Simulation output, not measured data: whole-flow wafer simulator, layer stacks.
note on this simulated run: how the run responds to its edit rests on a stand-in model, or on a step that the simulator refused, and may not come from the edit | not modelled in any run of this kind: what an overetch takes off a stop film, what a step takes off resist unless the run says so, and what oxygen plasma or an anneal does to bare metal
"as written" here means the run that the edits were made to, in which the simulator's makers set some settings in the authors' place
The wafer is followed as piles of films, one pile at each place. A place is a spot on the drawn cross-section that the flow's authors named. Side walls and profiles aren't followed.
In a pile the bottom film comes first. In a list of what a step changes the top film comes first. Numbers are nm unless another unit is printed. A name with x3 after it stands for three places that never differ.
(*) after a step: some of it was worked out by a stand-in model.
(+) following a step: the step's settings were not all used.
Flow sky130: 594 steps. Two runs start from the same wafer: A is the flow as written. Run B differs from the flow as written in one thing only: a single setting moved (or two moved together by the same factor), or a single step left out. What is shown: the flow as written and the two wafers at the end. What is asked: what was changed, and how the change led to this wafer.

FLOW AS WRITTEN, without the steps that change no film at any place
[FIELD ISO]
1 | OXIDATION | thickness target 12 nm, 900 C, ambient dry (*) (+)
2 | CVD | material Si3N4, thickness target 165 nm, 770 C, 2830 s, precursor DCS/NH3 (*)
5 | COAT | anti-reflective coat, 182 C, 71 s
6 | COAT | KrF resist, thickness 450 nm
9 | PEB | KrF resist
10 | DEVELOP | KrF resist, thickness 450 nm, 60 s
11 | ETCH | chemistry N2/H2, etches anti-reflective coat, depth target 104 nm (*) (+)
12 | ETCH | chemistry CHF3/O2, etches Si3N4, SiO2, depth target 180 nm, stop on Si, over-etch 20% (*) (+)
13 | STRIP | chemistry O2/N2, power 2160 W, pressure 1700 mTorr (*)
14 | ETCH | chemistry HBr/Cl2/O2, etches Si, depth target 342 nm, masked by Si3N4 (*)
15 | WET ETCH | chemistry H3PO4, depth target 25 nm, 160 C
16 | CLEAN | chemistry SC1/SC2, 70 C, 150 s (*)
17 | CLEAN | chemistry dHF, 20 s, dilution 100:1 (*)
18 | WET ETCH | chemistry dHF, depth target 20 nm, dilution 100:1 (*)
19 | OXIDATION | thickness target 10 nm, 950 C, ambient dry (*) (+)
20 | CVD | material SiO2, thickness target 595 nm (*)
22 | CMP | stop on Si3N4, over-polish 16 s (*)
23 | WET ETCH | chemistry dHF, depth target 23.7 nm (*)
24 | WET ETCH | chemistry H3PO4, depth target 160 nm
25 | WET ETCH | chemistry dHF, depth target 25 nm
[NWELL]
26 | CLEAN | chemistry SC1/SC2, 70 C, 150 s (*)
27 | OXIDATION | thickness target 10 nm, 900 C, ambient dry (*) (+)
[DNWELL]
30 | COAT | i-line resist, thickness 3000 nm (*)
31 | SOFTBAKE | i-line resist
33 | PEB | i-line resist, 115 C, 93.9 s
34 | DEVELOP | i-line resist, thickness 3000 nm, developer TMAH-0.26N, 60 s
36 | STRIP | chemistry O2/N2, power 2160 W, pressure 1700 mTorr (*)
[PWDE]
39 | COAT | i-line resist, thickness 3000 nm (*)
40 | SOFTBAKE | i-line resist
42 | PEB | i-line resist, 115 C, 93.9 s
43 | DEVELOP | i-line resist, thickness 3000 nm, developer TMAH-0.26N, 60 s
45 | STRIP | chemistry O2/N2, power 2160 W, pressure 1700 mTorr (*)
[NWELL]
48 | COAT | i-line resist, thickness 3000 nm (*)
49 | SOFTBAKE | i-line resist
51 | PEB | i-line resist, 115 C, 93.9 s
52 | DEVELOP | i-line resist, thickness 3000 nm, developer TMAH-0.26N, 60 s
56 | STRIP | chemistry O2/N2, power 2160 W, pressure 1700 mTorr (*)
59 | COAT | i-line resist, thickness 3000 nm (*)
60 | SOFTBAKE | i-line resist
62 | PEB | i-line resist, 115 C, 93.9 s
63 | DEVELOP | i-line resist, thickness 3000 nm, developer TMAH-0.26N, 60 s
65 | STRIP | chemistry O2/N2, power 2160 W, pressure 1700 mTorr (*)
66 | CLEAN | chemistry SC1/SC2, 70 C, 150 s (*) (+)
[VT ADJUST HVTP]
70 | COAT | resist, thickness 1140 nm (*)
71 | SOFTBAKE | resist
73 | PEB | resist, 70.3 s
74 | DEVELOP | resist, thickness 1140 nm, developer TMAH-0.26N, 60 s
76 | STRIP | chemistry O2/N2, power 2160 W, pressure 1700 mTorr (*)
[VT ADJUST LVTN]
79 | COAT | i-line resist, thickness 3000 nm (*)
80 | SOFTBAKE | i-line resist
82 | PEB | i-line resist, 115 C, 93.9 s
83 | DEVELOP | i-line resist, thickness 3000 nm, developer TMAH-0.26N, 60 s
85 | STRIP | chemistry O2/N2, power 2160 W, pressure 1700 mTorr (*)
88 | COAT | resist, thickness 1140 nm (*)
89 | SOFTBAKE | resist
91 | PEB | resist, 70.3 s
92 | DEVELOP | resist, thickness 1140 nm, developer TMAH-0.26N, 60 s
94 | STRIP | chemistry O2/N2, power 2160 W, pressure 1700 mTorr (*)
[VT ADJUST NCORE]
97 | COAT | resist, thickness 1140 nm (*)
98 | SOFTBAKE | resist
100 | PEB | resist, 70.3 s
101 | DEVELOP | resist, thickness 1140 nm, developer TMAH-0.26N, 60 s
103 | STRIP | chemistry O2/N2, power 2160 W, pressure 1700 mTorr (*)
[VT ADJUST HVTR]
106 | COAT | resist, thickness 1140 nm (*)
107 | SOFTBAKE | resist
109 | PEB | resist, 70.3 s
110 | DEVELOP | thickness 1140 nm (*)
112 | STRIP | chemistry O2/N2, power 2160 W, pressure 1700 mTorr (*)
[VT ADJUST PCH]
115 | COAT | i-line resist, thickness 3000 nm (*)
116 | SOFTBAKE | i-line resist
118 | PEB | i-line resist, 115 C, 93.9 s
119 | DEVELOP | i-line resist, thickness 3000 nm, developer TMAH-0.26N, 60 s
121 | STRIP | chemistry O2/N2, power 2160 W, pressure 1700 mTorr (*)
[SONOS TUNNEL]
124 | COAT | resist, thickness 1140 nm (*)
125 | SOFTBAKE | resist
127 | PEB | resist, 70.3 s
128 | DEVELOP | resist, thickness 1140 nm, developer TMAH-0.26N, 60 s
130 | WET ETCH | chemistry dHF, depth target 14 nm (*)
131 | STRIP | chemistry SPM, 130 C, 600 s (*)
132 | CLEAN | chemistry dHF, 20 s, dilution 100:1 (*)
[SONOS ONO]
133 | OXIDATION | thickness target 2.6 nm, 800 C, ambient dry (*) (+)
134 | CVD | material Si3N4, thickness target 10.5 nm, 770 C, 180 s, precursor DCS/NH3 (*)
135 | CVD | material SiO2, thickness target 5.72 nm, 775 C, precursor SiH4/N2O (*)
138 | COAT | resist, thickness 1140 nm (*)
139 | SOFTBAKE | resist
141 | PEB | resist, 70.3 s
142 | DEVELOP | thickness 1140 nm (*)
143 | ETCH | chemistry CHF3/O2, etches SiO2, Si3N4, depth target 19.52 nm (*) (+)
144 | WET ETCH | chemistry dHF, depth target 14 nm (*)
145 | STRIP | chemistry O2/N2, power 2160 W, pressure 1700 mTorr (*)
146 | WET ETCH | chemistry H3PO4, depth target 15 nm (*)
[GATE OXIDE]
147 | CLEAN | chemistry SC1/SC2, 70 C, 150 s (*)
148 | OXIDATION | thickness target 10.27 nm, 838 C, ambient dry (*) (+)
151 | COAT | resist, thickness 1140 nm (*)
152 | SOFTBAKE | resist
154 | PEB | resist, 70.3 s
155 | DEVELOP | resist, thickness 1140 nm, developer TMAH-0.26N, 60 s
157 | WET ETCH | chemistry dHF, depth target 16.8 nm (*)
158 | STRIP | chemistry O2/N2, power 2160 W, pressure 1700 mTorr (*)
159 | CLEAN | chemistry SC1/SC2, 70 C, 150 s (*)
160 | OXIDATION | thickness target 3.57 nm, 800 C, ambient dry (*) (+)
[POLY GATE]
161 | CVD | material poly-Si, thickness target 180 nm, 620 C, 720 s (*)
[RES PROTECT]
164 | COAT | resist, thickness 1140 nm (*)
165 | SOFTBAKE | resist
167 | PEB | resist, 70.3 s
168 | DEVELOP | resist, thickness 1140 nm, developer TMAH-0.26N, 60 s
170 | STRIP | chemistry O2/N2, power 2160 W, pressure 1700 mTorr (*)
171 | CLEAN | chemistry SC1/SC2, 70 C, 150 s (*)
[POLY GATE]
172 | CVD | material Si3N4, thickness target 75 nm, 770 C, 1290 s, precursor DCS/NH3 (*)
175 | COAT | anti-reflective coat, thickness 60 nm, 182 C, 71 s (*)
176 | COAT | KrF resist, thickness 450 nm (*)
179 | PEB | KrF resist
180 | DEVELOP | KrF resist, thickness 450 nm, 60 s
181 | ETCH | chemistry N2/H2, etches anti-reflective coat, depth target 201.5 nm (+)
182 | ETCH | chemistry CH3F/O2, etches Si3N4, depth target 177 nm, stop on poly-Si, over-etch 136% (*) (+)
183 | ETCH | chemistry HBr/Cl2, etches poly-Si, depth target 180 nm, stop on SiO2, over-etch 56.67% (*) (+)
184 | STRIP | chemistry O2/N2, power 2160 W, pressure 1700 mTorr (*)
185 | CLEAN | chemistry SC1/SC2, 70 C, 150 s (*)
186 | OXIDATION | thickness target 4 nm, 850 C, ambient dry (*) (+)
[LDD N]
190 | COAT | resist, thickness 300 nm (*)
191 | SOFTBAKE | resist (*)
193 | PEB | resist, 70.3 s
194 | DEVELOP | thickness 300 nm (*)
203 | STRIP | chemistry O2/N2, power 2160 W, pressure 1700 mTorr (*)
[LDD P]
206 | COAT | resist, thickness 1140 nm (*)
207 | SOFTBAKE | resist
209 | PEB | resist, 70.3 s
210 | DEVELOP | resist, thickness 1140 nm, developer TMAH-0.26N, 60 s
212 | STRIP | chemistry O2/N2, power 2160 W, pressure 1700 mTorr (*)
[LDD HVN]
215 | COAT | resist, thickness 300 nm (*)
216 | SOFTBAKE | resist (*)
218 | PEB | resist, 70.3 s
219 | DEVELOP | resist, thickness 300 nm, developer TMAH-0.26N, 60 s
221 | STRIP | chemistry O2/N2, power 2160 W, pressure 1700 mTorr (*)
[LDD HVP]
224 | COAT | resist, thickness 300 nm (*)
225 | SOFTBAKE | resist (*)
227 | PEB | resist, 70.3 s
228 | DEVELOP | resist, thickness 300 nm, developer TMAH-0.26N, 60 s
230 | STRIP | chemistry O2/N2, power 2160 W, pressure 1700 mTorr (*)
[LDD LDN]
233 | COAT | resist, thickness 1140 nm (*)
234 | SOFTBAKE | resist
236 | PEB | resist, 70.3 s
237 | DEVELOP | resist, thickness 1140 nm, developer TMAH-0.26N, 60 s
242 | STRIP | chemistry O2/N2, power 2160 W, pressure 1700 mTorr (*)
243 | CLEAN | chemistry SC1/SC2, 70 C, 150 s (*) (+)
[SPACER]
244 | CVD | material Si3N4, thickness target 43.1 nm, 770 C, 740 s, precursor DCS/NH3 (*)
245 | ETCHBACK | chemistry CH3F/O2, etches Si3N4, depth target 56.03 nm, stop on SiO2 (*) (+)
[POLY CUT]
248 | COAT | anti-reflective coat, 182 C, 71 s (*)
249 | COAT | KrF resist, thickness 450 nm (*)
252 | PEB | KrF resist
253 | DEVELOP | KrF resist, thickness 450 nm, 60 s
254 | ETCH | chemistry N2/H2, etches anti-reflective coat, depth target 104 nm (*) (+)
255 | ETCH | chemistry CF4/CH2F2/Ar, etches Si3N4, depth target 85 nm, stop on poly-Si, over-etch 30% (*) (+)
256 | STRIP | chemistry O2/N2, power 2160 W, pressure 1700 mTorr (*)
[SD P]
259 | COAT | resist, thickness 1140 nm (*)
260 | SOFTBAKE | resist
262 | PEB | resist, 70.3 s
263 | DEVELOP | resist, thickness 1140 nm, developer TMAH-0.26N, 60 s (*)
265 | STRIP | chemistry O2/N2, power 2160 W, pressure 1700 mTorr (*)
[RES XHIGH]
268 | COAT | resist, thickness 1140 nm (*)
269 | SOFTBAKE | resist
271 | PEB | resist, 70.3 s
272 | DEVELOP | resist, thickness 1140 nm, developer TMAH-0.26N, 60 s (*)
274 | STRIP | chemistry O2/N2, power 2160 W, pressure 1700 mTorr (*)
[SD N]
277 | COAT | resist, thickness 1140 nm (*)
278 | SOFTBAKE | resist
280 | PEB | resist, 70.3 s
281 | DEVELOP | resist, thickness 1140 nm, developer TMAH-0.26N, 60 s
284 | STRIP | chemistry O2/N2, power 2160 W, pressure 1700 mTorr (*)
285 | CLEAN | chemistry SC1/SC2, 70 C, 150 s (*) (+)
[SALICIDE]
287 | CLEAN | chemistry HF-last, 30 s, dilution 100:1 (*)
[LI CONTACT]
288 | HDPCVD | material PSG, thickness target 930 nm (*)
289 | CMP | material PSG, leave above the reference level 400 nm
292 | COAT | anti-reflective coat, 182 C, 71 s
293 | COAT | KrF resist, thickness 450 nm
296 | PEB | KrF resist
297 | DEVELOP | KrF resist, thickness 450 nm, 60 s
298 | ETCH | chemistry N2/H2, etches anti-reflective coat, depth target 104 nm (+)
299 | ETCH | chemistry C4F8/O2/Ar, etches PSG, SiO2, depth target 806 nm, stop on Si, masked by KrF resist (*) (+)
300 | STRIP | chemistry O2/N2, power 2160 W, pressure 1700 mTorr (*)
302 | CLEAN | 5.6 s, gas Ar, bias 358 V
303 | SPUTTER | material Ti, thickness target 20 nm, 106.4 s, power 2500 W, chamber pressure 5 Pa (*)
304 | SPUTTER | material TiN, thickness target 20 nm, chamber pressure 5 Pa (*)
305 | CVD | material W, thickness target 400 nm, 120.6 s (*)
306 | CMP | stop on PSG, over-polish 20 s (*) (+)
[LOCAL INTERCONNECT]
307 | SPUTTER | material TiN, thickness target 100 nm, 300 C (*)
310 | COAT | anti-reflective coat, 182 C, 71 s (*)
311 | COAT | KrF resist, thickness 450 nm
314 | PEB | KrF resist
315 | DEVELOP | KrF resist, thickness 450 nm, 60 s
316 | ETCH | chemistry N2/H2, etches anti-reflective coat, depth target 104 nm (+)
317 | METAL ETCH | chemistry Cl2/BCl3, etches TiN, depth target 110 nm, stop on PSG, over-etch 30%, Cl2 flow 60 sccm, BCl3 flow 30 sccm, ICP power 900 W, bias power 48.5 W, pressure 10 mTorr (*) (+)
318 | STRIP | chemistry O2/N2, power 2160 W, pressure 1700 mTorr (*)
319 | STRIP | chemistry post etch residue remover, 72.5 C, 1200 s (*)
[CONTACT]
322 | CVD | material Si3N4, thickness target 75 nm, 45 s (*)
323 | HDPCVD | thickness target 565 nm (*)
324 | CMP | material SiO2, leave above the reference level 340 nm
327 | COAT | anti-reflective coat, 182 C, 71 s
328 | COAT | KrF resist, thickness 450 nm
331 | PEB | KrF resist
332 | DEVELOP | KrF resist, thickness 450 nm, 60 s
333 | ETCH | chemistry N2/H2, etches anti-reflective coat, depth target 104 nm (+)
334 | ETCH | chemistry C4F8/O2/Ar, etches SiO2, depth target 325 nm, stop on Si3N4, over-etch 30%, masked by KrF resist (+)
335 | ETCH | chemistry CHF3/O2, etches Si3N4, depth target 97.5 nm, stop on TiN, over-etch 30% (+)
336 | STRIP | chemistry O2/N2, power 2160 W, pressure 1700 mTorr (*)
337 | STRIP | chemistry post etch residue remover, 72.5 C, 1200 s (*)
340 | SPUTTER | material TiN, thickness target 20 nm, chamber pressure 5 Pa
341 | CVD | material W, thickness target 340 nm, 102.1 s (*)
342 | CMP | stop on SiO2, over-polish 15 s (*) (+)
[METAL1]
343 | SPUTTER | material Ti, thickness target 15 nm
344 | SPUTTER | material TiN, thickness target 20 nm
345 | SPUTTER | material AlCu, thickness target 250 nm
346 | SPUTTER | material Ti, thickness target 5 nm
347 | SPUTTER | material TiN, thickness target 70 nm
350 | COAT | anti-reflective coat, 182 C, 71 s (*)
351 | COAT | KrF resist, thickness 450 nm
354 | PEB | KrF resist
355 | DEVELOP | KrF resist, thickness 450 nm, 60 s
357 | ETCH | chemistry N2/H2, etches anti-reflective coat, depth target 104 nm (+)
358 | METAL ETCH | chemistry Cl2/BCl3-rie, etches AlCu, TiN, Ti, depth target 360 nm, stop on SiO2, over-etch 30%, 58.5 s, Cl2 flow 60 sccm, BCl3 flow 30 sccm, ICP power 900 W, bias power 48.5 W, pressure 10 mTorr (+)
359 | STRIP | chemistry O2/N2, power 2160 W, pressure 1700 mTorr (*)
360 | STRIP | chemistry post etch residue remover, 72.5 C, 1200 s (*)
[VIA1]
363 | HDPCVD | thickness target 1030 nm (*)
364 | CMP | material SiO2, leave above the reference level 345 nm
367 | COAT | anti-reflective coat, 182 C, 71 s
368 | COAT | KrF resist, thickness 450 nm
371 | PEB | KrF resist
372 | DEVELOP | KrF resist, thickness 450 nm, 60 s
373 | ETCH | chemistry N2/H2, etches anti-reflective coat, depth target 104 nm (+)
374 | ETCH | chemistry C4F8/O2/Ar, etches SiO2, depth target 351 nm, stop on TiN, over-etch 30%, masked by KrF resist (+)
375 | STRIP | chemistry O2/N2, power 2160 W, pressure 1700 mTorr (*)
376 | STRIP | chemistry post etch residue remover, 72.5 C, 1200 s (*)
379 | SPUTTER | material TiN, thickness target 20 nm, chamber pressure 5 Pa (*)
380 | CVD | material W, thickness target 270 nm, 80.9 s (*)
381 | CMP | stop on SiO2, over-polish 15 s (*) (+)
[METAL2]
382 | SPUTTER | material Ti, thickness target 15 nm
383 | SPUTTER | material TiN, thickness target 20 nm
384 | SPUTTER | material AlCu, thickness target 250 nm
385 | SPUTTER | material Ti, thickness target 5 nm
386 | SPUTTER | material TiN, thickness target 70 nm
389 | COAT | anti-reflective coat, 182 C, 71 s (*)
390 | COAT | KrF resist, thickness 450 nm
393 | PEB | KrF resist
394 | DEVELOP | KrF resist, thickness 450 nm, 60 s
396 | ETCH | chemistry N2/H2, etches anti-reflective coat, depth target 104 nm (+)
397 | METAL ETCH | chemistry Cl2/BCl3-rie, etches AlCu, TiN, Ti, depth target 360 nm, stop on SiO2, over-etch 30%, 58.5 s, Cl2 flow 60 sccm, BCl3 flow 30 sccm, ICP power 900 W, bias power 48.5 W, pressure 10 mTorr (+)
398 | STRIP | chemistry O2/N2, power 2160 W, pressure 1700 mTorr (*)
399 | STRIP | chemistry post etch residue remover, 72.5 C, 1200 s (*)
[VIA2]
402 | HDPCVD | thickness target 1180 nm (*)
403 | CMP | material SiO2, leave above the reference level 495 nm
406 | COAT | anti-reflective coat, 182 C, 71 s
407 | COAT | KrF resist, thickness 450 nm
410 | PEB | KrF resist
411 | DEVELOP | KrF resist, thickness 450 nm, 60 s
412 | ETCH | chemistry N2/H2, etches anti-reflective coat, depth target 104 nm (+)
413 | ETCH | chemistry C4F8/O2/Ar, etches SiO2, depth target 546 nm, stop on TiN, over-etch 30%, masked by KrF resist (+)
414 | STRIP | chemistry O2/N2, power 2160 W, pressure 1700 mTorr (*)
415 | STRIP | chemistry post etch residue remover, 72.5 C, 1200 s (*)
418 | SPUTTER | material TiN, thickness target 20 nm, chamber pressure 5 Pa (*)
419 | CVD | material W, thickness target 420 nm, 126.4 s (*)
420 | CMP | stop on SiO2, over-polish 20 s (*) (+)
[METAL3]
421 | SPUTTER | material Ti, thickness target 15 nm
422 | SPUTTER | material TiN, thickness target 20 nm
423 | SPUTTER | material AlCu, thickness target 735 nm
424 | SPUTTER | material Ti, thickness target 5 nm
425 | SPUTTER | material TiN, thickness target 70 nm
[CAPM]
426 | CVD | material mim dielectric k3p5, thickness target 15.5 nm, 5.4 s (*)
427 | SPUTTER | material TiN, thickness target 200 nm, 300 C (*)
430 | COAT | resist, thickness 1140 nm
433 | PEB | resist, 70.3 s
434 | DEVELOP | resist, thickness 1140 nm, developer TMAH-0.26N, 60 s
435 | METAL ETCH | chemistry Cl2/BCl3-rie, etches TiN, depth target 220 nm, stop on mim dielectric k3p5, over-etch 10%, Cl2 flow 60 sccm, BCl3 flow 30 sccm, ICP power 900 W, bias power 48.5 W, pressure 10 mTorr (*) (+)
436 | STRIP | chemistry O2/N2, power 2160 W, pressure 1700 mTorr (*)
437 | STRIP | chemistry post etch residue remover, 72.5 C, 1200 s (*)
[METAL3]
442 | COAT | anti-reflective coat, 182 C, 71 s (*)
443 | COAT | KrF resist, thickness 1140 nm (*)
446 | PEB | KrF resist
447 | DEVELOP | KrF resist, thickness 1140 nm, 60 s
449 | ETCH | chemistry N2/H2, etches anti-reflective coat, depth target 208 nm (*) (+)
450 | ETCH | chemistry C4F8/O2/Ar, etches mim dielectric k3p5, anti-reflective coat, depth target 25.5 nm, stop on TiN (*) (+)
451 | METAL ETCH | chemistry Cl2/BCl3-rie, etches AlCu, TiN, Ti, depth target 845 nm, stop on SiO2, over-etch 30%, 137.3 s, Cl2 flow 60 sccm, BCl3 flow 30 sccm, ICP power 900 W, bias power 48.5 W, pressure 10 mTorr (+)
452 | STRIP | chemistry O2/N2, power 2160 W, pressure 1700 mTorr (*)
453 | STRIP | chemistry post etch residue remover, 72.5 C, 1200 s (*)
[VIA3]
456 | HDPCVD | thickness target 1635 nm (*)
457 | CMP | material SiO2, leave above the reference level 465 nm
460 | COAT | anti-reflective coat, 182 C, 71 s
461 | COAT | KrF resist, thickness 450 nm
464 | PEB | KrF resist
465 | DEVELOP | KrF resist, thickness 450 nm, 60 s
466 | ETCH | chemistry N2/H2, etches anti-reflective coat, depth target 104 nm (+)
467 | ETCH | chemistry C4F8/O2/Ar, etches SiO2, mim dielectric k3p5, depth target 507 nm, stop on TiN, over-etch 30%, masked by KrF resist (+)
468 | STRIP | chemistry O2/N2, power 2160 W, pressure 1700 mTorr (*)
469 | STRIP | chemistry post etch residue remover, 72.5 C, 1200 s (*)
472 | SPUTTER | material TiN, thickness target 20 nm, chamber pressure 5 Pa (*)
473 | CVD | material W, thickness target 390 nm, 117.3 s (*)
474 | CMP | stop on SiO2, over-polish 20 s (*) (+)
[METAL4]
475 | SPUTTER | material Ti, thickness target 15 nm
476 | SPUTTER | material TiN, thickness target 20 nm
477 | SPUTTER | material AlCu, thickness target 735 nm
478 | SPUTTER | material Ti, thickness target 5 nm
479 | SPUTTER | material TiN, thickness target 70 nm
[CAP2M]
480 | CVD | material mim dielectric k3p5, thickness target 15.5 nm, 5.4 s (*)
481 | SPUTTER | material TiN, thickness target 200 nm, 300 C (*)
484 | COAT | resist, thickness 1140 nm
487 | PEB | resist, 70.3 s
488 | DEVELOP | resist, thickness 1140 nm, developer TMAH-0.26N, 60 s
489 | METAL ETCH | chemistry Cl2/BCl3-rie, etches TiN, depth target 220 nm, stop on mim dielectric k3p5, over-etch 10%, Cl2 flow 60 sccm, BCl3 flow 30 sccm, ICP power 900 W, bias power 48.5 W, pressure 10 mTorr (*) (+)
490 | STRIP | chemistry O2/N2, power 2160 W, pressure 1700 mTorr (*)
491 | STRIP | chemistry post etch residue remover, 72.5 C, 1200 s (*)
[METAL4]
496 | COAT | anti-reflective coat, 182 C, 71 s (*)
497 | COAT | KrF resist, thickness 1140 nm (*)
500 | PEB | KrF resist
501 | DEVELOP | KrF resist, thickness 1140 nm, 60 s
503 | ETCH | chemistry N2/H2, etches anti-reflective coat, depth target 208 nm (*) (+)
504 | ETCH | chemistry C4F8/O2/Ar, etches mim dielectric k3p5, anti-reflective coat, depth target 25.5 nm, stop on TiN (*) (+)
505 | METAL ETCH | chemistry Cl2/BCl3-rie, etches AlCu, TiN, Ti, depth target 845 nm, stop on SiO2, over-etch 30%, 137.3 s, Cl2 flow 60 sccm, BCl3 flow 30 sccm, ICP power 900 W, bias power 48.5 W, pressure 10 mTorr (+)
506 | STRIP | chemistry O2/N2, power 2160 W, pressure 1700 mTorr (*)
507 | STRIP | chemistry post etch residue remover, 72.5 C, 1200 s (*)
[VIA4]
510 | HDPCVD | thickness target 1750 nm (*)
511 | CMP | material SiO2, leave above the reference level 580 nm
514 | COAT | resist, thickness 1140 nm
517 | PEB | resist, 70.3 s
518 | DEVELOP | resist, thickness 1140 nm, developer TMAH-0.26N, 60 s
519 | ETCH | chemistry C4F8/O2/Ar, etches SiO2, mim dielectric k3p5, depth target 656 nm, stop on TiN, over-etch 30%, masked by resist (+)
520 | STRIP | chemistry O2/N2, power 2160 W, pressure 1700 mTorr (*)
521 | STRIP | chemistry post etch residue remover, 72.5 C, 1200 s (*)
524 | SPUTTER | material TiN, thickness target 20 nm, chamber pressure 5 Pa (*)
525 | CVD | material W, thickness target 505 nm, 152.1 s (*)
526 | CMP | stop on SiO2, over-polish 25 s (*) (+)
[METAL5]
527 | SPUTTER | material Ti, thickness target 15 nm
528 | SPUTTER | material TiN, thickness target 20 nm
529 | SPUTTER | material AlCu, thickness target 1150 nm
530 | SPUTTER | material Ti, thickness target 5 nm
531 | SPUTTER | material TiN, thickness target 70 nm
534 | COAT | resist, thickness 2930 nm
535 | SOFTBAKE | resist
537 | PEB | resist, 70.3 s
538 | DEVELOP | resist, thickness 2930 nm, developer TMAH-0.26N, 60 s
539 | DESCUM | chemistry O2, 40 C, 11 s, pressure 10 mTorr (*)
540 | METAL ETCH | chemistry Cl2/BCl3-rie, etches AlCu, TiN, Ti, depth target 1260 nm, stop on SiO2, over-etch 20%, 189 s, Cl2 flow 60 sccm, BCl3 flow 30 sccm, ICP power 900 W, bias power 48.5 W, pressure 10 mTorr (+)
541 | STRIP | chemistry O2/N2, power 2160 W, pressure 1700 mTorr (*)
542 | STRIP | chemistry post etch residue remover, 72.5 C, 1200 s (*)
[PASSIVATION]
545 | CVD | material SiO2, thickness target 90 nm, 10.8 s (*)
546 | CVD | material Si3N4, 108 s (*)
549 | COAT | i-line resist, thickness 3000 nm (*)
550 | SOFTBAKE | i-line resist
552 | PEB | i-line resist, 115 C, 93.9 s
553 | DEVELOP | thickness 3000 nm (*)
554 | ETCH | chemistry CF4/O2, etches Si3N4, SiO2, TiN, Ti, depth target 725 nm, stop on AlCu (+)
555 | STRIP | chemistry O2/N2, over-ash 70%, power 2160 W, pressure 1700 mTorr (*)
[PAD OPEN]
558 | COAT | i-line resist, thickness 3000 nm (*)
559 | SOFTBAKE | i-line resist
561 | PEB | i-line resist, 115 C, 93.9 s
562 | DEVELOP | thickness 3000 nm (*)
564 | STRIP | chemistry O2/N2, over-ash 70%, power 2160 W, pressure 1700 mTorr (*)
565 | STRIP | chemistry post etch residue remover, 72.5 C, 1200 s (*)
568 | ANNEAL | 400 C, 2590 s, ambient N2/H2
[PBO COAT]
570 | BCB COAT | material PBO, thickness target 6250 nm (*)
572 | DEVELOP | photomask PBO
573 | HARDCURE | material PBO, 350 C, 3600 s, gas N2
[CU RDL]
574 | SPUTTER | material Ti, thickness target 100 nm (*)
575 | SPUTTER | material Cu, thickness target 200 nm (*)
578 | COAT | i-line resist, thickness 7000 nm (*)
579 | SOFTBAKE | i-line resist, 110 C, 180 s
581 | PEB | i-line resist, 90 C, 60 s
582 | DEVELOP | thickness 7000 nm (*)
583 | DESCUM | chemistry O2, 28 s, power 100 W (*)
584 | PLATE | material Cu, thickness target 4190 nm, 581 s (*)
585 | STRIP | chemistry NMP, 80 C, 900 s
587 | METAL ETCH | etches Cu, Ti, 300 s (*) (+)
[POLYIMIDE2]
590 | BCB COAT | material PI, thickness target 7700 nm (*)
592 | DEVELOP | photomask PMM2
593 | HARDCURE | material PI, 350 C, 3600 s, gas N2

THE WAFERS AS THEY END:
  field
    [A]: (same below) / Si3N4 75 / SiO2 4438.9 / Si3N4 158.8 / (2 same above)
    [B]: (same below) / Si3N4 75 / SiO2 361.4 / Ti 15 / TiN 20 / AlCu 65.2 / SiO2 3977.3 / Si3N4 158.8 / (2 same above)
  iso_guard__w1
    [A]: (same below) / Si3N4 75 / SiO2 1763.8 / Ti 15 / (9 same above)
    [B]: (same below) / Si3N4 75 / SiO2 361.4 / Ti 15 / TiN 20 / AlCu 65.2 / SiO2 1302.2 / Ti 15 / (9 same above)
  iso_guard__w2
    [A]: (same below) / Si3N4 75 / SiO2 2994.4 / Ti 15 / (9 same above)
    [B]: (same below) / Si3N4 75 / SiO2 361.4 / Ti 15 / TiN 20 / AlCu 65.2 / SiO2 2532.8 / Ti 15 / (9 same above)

Cause: step 358, METAL ETCH: depth target 194.4 nm was run, though the flow has depth target 360 nm; step 358, METAL ETCH: 31.6 s was run, where the flow has 58.5 s.

The path from the change to this, step by step:
  358 | METAL ETCH | chemistry Cl2/BCl3-rie, etches AlCu, TiN, Ti, depth target 360 nm, stop on SiO2, over-etch 30%, 58.5 s, Cl2 flow 60 sccm, BCl3 flow 30 sccm, ICP power 900 W, bias power 48.5 W, pressure 10 mTorr (+)
      field, active, gate and 81 more: A -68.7 TiN (all of it), -5 Ti (all of it), -250 AlCu (all of it), -20 TiN (all of it), -15 Ti (all of it), -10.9 SiO2 | B -68.7 TiN (all of it), -5 Ti (all of it), -179.1 AlCu
      n_well, p_well, gate_hv and 104 more: A -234 KrF resist | B -126.4 KrF resist
  359 | STRIP | chemistry O2/N2, power 2160 W, pressure 1700 mTorr (*)
      n_well, p_well, gate_hv and 100 more: A -143.8 KrF resist (all of it), -80 anti-reflective coat (all of it) | B -251.5 KrF resist (all of it), -80 anti-reflective coat (all of it)
      poly_licon, ndiff_licon, ndiff_licon_cpp, rpo_hd_licon: A -143.9 KrF resist (all of it), -80.5 anti-reflective coat (all of it) | B -251.5 KrF resist (all of it), -80.5 anti-reflective coat (all of it)
  360 | STRIP | chemistry post etch residue remover, 72.5 C, 1200 s (*)
      field, active, gate and 81 more: A nothing | B -5.72 AlCu
  363 | HDPCVD | thickness target 1030 nm (*)
      field, active, gate and 81 more: A +1030 SiO2 | B +1030 SiO2 (new film)
  364 | CMP | material SiO2, leave above the reference level 345 nm
      field, active, gate and 81 more: A -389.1 SiO2 | B -500.2 SiO2
Taking metal films that touch as one body, field has 1 body; the flow as written gives 0 bodies.
Taking metal films that touch as one body, iso_guard__w1 has 2 bodies (between them, from the top down: SiO2 1302.2); the flow as written gives 1 body.
Taking metal films that touch as one body, iso_guard__w2 has 2 bodies (between them, from the top down: SiO2 2532.8); the flow as written gives 1 body.
